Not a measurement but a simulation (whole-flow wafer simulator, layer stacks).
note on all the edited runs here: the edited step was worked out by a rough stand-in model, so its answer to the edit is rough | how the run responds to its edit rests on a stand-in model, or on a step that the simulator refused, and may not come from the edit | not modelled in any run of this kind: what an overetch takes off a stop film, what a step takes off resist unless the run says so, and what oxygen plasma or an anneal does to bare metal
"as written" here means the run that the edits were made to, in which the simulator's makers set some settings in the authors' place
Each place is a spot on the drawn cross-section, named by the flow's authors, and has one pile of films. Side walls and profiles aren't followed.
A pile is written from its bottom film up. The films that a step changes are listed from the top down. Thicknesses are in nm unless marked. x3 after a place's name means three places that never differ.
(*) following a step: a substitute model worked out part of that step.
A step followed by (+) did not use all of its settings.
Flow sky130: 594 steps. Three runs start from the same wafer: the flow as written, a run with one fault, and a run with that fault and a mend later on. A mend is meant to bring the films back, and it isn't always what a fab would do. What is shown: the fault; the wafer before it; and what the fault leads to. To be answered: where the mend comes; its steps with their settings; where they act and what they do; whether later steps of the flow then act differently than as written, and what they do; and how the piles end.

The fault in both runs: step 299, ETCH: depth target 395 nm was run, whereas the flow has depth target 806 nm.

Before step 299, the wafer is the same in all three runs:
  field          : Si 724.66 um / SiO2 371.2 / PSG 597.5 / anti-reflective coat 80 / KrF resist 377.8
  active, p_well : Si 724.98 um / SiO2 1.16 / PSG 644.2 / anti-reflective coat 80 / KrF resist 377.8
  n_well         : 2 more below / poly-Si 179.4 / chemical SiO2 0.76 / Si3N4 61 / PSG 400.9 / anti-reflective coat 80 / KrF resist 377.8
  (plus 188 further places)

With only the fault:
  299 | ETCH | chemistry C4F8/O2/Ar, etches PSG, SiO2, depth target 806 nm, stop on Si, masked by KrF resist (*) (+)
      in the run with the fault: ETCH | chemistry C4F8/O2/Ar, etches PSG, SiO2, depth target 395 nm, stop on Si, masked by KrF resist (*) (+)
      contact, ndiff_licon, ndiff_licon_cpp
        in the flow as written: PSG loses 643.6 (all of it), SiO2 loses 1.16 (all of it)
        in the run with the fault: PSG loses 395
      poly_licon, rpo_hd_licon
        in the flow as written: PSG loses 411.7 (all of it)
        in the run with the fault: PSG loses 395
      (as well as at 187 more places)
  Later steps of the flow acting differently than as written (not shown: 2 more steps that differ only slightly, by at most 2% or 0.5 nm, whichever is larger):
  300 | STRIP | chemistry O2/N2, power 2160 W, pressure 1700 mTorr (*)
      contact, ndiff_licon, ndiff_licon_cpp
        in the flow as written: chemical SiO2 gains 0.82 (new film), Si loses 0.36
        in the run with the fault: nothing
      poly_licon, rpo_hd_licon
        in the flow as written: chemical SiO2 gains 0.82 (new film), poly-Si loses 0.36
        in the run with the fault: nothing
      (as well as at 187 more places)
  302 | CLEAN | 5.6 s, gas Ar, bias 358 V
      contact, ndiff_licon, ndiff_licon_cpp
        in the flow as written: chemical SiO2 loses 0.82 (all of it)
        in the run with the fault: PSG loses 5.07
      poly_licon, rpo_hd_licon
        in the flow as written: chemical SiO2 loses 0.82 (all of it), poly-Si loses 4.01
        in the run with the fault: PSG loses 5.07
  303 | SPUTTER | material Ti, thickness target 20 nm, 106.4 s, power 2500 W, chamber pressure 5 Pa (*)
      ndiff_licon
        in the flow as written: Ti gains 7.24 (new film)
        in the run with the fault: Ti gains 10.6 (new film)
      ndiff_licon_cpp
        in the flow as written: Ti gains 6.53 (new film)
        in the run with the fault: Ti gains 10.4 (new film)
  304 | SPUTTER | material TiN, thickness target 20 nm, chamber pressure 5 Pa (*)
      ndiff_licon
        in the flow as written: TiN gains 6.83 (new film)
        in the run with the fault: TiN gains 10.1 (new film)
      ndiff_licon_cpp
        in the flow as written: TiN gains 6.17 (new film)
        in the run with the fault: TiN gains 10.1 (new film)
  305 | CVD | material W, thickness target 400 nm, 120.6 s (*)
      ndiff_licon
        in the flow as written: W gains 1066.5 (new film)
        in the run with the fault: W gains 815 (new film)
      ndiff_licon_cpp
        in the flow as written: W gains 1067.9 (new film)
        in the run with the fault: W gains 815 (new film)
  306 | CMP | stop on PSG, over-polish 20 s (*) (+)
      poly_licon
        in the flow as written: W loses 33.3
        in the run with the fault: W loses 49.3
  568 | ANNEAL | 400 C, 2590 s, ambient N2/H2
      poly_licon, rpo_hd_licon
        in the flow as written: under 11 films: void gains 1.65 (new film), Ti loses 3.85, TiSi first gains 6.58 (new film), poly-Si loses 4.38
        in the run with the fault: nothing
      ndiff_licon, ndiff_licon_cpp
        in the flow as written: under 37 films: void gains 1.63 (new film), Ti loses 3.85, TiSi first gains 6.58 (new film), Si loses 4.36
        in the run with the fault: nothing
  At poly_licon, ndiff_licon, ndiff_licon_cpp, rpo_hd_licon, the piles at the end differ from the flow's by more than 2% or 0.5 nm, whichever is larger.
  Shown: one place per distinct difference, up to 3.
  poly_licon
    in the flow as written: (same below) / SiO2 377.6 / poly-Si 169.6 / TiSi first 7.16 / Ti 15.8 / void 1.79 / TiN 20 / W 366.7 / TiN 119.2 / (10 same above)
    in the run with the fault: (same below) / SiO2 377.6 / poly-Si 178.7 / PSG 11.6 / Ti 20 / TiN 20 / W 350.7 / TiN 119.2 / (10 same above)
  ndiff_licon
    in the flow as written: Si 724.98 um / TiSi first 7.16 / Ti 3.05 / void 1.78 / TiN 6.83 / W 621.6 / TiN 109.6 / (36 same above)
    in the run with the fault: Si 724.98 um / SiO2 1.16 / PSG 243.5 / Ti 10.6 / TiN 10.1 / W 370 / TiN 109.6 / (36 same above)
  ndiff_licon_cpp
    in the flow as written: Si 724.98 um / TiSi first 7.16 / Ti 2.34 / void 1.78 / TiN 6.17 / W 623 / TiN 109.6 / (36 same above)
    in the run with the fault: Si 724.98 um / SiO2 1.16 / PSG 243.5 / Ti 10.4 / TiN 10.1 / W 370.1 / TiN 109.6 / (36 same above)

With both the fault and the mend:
  After step 299 comes the mend.
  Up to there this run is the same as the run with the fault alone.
  299a | ETCH | chemistry C4F8/O2/Ar, etches PSG, SiO2, depth target 411 nm, stop on Si, masked by KrF resist (*) (+) (a further turn of the flow's step 299, with different settings)
      field, active, n_well and 184 more
        KrF resist loses 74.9
      contact, ndiff_licon, ndiff_licon_cpp
        PSG loses 248.6 (all of it), SiO2 loses 1.16 (all of it)
      poly_licon, rpo_hd_licon
        PSG loses 16.7 (all of it)
  Later steps of the flow acting differently than as written (not shown: 2 more steps that differ only slightly, by at most 2% or 0.5 nm, whichever is larger):
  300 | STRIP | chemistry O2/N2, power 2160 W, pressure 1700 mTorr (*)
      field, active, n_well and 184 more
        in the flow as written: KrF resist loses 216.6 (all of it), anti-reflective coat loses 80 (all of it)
        in the run with the mend: KrF resist loses 223.9 (all of it), anti-reflective coat loses 80 (all of it)
  When the end is reached, the piles differ only a little from the flow's at the places that both follow, at most by 2% or 0.5 nm, whichever is larger.
